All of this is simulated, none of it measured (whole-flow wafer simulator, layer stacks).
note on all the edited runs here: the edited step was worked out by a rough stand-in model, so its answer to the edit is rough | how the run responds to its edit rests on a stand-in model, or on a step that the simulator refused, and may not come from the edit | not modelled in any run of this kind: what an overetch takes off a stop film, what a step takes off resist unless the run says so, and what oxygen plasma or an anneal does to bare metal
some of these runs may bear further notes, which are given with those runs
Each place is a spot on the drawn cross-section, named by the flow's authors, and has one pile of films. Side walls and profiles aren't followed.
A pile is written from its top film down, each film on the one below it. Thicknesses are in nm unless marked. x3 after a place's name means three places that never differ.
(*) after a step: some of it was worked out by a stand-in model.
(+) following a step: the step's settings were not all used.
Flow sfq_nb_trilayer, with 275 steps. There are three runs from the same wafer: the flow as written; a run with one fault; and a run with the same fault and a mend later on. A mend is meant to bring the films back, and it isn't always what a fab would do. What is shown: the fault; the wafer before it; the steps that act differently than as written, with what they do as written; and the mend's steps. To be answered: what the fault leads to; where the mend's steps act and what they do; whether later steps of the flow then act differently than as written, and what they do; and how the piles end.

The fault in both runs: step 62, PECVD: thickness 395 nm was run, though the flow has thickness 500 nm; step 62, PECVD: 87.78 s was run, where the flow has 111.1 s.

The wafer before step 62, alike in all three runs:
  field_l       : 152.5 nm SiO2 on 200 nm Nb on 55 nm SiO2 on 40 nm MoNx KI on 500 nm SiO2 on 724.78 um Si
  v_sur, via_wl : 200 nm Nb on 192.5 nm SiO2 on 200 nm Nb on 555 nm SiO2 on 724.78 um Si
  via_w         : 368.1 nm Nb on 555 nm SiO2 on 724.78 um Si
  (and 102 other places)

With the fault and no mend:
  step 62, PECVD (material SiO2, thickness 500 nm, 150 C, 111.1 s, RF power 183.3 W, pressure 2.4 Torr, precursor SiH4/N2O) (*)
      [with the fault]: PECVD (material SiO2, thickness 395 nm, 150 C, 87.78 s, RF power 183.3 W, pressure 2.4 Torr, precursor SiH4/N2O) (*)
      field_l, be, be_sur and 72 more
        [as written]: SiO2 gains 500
        [with the fault]: SiO2 gains 395
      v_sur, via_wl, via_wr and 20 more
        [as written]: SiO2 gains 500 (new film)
        [with the fault]: SiO2 gains 395 (new film)
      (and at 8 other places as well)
  Steps later in the flow that act otherwise than as written (not shown: 7 more steps that differ only slightly, by at most 2% or 0.5 nm, whichever is larger):
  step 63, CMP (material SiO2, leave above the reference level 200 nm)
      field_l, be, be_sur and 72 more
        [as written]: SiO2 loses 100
        [with the fault]: nothing
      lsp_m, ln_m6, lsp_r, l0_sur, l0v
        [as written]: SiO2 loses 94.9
        [with the fault]: nothing
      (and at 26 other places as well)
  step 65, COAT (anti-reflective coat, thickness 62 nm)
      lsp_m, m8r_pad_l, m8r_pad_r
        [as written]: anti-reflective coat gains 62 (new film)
        [with the fault]: anti-reflective coat gains 63.4 (new film)
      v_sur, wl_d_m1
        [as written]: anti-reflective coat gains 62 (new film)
        [with the fault]: anti-reflective coat gains 60.7 (new film)
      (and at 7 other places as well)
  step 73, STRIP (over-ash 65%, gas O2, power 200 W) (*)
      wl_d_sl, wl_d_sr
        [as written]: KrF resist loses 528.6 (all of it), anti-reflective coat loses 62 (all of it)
        [with the fault]: KrF resist loses 530.6 (all of it), anti-reflective coat loses 63.5 (all of it)
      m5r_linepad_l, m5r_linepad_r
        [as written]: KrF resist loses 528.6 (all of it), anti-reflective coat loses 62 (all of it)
        [with the fault]: KrF resist loses 528 (all of it), anti-reflective coat loses 64 (all of it)
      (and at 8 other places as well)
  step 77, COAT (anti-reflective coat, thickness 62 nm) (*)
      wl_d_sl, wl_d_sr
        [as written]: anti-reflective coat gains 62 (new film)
        [with the fault]: anti-reflective coat gains 63.4 (new film)
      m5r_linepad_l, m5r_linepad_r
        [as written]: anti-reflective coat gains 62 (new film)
        [with the fault]: anti-reflective coat gains 63.8 (new film)
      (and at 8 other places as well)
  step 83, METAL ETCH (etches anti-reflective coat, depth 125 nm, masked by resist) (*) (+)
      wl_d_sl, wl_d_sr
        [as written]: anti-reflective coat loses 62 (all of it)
        [with the fault]: anti-reflective coat loses 63.4 (all of it)
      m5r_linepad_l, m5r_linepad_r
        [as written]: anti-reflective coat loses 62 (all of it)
        [with the fault]: anti-reflective coat loses 63.8 (all of it)
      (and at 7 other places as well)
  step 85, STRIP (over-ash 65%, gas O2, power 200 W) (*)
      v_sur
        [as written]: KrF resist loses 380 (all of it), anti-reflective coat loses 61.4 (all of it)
        [with the fault]: KrF resist loses 378.4 (all of it), anti-reflective coat loses 60.1 (all of it)
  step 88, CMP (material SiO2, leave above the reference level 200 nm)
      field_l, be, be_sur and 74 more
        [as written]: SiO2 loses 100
        [with the fault]: SiO2 loses 95
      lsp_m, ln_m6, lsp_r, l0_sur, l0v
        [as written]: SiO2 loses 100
        [with the fault]: SiO2 loses 91
  The piles end the same as the flow's at every place that both follow.

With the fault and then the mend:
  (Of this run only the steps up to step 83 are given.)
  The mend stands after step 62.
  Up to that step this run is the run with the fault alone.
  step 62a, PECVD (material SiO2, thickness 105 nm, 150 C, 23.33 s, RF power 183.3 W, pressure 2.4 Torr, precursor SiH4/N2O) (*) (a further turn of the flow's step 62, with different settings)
      field_l, v_sur, via_wl and 102 more
        SiO2 gains 105
      via_w
        SiO2 gains 100.7
  Steps later in the flow that act otherwise than as written:
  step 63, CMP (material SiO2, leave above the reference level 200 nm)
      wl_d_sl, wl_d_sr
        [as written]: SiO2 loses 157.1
        [with the mend]: SiO2 loses 100
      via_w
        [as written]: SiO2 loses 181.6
        [with the mend]: SiO2 loses 140.2
  The piles after step 83 are the same as the flow's at every place that both follow.
